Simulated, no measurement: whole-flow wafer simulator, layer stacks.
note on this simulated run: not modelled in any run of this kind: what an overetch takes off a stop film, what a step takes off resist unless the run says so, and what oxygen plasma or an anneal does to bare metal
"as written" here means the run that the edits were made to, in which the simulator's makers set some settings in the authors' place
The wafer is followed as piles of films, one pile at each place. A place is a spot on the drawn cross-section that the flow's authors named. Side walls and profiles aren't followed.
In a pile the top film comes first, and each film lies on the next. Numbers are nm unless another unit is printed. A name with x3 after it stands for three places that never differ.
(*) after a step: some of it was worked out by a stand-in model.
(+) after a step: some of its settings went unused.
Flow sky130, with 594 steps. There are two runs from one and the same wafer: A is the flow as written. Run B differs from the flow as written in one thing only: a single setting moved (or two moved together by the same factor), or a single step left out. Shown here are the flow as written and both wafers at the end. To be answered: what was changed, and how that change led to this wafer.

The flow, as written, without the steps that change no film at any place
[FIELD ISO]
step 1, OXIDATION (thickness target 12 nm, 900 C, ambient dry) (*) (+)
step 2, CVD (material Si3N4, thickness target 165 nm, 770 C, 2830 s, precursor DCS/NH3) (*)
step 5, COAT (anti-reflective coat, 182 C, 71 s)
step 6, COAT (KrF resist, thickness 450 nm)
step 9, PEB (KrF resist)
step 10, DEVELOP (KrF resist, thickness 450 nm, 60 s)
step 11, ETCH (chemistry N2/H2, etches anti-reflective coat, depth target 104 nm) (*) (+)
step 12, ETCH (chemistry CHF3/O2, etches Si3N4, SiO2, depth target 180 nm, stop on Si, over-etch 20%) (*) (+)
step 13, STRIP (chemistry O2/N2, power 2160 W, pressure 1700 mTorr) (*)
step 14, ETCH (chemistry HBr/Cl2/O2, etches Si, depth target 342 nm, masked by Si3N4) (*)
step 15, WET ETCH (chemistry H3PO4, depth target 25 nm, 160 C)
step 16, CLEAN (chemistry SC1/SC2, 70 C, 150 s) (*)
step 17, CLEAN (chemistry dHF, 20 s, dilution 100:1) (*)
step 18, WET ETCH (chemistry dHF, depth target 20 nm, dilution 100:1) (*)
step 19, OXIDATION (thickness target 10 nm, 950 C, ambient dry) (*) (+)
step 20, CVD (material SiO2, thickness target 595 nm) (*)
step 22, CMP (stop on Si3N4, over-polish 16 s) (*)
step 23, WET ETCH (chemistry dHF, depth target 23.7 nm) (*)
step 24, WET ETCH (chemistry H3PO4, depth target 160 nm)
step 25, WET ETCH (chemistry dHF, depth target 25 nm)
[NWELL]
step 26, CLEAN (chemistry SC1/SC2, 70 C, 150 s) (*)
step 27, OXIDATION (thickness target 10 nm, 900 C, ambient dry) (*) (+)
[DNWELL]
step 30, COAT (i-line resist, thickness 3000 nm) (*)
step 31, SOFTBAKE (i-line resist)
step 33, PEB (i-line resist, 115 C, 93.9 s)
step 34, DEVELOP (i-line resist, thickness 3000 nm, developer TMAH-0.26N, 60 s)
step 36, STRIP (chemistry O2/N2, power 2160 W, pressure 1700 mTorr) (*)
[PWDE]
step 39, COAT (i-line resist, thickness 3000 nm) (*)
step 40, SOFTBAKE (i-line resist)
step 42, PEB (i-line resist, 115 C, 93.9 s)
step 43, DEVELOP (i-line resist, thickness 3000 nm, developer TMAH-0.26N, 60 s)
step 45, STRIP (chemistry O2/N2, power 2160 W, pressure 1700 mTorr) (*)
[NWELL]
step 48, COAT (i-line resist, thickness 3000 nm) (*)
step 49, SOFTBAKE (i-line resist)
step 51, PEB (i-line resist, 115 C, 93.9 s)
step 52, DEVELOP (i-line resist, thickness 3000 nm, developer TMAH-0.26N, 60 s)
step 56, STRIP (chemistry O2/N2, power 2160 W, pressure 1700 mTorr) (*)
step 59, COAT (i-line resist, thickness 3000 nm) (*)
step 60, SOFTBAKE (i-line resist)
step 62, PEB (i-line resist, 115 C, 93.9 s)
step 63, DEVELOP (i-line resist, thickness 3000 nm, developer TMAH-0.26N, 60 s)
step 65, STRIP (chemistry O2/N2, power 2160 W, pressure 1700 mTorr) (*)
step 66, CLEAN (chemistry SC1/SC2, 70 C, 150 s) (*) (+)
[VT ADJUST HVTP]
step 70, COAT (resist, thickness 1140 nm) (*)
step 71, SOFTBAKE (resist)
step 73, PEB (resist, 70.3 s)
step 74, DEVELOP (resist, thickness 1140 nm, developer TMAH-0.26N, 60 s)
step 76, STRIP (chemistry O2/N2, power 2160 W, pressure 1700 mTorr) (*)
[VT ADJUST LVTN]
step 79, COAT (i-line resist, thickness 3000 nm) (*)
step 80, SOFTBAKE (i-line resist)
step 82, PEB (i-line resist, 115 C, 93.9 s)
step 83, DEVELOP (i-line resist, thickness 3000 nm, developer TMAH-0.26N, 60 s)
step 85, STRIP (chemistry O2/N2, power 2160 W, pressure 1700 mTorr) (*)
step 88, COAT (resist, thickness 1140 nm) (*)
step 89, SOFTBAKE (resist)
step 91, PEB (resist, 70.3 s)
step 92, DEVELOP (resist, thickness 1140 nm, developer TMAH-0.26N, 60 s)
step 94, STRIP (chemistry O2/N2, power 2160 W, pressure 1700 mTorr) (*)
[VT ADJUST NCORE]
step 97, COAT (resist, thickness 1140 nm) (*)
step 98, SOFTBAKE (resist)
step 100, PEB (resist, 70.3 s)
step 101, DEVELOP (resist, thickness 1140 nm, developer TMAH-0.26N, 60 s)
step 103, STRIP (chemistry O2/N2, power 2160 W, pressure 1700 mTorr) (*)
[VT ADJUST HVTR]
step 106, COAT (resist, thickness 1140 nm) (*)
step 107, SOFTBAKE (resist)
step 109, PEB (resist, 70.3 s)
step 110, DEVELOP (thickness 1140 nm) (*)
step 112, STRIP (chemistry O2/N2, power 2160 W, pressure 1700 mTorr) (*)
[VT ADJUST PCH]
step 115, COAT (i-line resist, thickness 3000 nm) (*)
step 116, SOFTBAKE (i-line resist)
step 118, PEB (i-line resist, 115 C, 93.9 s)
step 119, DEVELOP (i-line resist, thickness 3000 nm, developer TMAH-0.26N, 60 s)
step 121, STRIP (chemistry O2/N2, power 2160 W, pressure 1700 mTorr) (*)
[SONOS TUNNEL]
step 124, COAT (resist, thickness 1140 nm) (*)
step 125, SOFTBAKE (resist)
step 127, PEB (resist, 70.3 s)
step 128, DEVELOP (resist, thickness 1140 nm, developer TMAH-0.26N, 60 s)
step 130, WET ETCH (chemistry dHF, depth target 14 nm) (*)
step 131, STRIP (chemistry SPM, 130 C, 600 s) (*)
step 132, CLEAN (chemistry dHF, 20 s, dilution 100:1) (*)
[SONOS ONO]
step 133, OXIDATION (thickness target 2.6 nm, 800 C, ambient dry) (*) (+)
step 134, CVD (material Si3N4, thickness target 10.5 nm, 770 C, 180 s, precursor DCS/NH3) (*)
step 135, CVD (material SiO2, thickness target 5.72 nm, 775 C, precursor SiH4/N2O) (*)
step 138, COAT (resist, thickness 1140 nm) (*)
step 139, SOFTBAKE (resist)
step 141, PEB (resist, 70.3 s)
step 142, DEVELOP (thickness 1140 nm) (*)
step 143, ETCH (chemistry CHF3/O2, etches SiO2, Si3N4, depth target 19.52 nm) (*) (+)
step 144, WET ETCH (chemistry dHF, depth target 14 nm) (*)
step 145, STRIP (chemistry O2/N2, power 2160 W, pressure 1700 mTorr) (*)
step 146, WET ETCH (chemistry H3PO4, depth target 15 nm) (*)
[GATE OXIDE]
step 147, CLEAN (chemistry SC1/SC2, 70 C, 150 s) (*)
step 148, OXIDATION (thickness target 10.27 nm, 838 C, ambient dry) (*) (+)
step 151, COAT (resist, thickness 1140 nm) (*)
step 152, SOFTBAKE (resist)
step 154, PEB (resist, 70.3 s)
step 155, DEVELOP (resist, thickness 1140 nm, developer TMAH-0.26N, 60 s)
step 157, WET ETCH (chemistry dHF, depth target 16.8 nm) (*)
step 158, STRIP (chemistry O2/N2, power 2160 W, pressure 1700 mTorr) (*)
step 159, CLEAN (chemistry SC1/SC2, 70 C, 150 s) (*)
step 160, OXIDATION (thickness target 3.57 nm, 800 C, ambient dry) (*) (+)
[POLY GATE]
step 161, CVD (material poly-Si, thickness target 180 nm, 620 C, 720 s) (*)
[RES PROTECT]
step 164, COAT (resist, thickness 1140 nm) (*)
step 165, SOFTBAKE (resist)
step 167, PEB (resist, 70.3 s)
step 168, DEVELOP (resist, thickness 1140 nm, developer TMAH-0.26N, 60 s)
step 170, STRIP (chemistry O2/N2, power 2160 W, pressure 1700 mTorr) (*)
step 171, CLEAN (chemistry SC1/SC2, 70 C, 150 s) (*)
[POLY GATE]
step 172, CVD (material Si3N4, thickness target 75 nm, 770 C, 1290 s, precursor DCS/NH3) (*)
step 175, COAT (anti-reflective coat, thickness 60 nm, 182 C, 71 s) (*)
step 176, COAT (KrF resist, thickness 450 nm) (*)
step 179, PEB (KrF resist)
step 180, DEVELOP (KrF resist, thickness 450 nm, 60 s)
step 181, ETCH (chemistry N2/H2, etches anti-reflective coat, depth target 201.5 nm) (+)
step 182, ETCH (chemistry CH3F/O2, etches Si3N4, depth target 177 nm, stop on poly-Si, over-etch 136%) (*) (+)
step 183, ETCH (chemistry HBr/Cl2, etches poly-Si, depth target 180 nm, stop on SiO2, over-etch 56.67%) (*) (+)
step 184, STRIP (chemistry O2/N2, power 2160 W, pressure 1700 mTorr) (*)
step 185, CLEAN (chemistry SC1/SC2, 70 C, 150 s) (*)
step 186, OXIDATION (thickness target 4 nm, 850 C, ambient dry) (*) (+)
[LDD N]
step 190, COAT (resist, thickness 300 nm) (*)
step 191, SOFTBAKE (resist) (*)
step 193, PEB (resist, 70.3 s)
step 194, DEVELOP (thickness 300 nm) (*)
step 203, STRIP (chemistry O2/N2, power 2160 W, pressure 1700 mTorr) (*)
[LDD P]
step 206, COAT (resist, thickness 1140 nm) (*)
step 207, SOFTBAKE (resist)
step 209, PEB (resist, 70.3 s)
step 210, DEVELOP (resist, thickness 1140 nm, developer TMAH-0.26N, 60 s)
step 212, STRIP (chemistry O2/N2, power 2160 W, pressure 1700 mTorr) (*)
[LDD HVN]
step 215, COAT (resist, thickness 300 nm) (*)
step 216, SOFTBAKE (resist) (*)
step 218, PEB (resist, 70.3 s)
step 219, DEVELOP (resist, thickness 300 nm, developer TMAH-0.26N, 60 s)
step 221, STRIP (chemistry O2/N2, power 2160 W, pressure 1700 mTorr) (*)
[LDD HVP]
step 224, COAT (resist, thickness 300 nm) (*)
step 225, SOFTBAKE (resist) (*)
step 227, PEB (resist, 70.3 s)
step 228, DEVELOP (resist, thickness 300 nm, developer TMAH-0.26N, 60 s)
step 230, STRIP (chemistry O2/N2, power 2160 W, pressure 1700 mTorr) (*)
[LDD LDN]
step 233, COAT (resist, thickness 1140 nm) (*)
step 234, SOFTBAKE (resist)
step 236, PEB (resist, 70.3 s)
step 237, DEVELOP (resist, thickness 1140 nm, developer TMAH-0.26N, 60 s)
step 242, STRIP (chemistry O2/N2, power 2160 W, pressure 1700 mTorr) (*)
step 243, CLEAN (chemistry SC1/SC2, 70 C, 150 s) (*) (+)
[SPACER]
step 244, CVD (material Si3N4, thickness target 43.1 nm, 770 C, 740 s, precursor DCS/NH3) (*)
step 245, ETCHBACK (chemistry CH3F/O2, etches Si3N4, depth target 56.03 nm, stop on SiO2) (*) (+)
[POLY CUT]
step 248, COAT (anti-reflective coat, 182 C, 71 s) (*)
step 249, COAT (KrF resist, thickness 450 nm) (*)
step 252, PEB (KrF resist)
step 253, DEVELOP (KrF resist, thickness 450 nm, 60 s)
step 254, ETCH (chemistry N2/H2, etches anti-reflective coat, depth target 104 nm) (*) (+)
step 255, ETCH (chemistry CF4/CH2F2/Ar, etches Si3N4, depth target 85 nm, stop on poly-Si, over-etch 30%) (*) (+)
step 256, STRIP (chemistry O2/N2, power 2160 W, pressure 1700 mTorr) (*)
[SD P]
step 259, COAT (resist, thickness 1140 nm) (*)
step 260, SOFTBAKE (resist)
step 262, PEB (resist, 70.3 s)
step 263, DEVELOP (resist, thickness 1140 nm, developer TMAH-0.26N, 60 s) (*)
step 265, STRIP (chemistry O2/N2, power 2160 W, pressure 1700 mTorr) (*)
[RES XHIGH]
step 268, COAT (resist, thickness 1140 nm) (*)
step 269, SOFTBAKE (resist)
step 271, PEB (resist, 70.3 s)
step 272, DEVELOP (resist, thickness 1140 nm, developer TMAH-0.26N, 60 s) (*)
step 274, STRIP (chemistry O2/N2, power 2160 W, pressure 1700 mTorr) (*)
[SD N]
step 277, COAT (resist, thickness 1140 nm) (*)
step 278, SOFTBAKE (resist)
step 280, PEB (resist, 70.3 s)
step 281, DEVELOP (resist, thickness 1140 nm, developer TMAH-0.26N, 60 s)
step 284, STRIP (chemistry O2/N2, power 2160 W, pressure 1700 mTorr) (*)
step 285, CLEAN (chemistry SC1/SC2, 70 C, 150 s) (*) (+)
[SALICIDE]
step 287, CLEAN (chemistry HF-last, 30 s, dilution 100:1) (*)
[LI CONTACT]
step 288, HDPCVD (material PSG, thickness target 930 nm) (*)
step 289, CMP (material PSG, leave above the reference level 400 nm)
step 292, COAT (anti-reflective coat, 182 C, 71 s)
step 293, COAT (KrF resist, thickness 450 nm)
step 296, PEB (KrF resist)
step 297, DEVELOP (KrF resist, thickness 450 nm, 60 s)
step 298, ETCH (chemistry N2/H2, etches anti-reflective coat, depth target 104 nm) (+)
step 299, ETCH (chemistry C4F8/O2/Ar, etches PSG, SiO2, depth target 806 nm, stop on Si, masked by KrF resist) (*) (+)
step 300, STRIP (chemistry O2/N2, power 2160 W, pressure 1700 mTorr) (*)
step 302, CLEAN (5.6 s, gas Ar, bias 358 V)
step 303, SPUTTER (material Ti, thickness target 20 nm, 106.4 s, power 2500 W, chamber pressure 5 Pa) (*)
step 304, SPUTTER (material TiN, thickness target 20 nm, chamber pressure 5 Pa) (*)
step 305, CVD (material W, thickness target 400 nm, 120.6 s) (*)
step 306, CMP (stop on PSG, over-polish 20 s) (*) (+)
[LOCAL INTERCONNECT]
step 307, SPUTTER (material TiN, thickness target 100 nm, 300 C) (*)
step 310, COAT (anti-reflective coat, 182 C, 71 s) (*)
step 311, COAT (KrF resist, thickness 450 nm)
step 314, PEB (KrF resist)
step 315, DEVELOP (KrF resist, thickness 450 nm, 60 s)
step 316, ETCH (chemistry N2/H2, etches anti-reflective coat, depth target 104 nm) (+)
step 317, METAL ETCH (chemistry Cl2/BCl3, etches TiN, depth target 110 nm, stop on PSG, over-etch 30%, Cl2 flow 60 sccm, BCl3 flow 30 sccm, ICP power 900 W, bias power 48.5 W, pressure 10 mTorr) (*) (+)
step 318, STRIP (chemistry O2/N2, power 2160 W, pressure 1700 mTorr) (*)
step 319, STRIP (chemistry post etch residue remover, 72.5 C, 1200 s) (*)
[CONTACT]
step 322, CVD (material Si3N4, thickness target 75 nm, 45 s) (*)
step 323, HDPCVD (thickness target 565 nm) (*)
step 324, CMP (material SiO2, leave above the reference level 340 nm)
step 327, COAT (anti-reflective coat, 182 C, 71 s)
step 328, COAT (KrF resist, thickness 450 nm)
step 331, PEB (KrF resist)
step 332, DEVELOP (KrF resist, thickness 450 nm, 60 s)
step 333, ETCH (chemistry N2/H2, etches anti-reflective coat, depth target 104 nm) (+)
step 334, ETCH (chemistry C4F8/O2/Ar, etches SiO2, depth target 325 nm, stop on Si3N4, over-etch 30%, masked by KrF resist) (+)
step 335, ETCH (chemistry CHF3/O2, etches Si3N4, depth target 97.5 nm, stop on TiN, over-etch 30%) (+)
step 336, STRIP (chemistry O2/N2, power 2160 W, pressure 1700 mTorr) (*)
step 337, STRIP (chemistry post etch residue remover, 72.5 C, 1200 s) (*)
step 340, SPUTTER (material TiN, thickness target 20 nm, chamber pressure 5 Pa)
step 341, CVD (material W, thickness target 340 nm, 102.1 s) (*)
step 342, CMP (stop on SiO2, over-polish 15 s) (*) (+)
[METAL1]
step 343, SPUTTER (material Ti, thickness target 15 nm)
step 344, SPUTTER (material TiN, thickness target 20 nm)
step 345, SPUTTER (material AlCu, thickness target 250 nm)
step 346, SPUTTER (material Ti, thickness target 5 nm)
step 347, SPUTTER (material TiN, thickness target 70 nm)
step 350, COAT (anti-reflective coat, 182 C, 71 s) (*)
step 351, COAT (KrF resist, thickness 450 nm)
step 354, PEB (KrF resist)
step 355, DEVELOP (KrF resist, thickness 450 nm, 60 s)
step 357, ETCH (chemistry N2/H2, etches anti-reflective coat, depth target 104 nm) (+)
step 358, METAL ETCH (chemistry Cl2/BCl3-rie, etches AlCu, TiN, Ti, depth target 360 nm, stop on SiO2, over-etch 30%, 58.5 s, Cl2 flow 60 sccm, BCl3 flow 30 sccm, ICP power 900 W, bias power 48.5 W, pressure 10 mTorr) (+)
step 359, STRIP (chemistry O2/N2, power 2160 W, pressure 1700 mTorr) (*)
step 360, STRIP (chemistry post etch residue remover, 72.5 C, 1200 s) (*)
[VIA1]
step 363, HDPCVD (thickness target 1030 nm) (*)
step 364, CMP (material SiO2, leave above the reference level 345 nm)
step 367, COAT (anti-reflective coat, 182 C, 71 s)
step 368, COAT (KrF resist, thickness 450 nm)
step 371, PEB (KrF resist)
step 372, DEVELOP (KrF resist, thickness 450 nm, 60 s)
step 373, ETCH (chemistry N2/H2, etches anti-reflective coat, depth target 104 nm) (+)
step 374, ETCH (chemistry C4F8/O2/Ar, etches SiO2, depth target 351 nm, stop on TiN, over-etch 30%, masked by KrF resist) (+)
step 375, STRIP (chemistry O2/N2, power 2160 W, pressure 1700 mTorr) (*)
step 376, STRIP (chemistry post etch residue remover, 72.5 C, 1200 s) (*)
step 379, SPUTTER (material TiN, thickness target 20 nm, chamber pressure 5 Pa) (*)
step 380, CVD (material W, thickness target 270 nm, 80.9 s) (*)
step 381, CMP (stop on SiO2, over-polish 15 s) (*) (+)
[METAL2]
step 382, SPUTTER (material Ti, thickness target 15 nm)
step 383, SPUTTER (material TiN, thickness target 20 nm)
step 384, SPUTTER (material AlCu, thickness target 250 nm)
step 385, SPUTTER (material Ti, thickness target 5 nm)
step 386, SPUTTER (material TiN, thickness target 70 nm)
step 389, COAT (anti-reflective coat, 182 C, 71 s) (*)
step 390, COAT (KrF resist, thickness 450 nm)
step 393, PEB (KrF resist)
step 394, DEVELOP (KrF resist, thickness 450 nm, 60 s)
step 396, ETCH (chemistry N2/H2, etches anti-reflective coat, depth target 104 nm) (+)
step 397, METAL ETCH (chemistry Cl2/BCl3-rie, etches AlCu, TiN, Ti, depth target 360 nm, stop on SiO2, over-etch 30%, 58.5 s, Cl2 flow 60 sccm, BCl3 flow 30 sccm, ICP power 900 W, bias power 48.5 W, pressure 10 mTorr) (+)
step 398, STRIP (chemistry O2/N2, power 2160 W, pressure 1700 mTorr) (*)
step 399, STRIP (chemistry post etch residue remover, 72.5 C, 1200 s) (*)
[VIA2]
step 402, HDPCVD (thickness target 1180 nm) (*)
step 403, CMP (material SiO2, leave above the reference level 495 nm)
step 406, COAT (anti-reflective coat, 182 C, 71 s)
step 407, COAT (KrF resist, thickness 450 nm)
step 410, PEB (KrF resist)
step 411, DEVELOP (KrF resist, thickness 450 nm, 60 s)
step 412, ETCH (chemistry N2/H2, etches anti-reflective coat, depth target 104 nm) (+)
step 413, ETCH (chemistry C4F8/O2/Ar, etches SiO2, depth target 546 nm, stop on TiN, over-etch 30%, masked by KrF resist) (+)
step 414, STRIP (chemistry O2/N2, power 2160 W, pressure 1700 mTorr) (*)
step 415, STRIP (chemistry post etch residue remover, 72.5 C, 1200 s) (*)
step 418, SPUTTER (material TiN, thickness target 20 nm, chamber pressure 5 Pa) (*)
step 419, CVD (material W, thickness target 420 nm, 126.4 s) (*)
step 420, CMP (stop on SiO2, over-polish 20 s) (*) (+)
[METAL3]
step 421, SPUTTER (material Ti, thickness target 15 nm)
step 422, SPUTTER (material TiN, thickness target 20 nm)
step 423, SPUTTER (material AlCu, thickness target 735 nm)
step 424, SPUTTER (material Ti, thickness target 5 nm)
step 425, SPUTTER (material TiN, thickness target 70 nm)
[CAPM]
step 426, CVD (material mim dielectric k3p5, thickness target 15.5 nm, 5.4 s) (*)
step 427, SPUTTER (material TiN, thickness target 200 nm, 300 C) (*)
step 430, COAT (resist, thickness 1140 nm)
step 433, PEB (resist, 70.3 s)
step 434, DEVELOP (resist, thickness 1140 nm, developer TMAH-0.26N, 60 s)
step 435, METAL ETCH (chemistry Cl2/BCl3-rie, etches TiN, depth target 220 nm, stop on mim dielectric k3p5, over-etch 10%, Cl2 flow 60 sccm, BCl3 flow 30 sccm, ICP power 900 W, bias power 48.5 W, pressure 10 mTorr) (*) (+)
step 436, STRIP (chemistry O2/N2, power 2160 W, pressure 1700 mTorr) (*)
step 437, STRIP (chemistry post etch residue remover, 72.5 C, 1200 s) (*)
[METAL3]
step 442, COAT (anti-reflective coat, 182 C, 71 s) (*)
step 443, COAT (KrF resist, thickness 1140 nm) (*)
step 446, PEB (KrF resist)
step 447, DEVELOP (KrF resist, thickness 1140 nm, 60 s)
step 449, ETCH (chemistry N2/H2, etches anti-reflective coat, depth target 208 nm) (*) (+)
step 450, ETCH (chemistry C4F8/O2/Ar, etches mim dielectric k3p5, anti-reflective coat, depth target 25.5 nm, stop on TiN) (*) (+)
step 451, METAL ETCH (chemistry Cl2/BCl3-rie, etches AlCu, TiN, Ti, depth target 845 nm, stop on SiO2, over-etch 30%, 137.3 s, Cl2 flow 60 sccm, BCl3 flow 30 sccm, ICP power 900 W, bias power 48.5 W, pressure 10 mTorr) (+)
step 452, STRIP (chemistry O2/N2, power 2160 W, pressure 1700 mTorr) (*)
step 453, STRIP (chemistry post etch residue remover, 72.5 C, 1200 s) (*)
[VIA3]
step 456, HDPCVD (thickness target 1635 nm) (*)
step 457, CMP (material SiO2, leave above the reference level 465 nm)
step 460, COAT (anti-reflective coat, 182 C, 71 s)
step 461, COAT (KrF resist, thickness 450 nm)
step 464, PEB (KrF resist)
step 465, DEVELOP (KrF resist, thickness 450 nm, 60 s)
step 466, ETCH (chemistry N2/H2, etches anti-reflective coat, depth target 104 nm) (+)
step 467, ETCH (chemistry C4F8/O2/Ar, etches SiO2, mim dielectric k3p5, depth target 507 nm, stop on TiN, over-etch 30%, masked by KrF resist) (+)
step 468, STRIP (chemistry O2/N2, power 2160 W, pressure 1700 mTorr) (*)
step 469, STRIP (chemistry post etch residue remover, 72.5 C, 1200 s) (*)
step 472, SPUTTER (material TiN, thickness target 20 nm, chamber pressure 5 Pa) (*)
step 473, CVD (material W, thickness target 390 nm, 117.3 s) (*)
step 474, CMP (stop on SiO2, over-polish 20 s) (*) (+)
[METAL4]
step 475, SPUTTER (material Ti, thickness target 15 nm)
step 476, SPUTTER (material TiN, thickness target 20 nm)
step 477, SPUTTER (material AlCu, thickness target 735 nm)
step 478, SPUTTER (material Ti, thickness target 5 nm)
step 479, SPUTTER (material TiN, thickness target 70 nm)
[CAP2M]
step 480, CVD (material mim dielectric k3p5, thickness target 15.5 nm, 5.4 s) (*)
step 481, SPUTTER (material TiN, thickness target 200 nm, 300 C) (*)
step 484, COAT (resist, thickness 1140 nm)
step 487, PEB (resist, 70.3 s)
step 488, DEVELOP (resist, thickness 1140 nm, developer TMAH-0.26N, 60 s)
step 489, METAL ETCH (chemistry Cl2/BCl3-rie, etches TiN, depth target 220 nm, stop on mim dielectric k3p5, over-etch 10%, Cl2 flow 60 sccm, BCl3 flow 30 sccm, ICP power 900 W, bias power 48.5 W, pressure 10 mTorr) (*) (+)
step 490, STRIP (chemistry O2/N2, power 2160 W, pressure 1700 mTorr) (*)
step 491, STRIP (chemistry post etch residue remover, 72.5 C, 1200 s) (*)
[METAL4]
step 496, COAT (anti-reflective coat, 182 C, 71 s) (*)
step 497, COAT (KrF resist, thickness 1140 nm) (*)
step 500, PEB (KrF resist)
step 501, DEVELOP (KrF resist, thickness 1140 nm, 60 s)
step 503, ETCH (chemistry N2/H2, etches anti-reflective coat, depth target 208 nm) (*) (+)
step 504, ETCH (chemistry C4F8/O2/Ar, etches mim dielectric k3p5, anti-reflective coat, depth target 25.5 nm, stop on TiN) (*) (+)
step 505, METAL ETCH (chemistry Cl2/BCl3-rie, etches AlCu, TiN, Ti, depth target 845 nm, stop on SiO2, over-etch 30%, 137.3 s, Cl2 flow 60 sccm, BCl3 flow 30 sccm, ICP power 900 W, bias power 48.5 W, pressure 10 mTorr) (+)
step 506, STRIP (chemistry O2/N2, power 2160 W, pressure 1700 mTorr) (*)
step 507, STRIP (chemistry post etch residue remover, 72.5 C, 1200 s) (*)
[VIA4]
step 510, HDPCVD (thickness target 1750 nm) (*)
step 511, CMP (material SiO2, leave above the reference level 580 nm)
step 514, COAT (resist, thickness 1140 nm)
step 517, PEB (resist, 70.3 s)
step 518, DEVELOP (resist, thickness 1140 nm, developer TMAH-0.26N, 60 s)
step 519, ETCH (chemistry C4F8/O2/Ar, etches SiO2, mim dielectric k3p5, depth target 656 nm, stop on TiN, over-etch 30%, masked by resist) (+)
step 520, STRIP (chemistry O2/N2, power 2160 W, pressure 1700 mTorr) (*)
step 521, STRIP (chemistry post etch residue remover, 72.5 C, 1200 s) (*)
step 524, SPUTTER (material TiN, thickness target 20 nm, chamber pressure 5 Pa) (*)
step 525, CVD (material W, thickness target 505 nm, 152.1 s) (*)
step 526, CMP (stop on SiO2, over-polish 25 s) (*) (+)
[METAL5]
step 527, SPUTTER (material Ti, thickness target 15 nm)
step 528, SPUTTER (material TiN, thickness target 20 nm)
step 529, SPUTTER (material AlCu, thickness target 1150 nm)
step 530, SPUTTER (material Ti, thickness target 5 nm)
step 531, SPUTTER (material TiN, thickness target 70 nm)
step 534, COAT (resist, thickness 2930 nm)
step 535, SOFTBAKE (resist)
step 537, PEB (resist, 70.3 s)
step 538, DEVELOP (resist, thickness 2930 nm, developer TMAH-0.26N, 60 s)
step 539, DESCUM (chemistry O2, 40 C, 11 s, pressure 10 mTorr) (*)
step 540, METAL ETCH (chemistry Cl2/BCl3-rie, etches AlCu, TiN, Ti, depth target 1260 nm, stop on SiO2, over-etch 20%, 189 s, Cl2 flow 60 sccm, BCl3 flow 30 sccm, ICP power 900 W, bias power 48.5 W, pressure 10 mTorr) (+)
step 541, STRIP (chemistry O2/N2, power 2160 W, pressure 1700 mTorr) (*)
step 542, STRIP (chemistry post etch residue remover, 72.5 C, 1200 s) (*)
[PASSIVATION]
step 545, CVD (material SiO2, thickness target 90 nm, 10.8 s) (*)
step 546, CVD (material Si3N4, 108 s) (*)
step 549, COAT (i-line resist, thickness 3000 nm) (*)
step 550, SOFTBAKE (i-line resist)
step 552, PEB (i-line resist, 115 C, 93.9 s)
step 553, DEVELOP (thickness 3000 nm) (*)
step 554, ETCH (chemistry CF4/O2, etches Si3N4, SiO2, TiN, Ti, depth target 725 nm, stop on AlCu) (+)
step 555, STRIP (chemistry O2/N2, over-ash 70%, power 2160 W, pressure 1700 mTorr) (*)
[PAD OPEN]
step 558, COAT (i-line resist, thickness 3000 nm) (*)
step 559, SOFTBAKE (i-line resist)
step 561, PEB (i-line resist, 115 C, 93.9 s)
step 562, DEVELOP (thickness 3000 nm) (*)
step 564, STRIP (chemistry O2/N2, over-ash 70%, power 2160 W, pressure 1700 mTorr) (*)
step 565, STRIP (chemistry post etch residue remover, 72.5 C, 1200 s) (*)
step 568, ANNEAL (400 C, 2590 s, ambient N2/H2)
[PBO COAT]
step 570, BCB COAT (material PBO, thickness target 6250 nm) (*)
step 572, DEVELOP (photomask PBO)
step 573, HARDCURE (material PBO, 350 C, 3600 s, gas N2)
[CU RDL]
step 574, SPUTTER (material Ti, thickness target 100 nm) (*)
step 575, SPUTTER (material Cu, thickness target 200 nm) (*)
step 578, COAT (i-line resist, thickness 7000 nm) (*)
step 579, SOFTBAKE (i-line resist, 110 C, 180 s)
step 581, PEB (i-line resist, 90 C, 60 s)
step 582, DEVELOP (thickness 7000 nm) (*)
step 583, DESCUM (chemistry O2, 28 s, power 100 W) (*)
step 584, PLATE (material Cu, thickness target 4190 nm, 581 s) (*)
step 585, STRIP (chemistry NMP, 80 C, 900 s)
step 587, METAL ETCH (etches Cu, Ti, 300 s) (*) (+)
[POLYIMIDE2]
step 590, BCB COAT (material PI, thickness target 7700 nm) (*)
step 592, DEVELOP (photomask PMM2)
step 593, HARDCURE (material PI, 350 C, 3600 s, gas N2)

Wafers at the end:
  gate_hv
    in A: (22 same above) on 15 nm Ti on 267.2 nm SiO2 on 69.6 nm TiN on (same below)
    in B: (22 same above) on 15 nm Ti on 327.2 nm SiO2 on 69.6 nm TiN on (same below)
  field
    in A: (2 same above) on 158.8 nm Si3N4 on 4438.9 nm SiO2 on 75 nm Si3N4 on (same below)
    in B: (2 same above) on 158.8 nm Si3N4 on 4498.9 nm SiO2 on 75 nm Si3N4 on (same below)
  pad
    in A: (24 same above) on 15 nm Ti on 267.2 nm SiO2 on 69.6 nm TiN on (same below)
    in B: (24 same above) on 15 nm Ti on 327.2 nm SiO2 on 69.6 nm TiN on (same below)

Cause: step 364, CMP: leave above the reference level 405 nm was run, whereas the flow has leave above the reference level 345 nm.

How this came from the change, step by step:
  step 364, CMP (material SiO2, leave above the reference level 345 nm)
      n_well, p_well, gate_hv and 100 more: A -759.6 SiO2 | B -699.6 SiO2
      field, active, gate and 81 more: A -389.1 SiO2 | B -329.1 SiO2
      (and at 4 other places as well)
  step 374, ETCH (chemistry C4F8/O2/Ar, etches SiO2, depth target 351 nm, stop on TiN, over-etch 30%, masked by KrF resist) (+)
      m1, via1_hole: A -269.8 SiO2 (all of it) | B -329.8 SiO2 (all of it)
  step 379, SPUTTER (material TiN, thickness target 20 nm, chamber pressure 5 Pa) (*)
      m1: A +11 TiN | B +9.89 TiN
      via1_hole: A +10.9 TiN | B +9.87 TiN
  step 380, CVD (material W, thickness target 270 nm, 80.9 s) (*)
      m1: A +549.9 W (new film) | B +610.9 W (new film)
      via1_hole: A +549.9 W (new film) | B +611 W (new film)
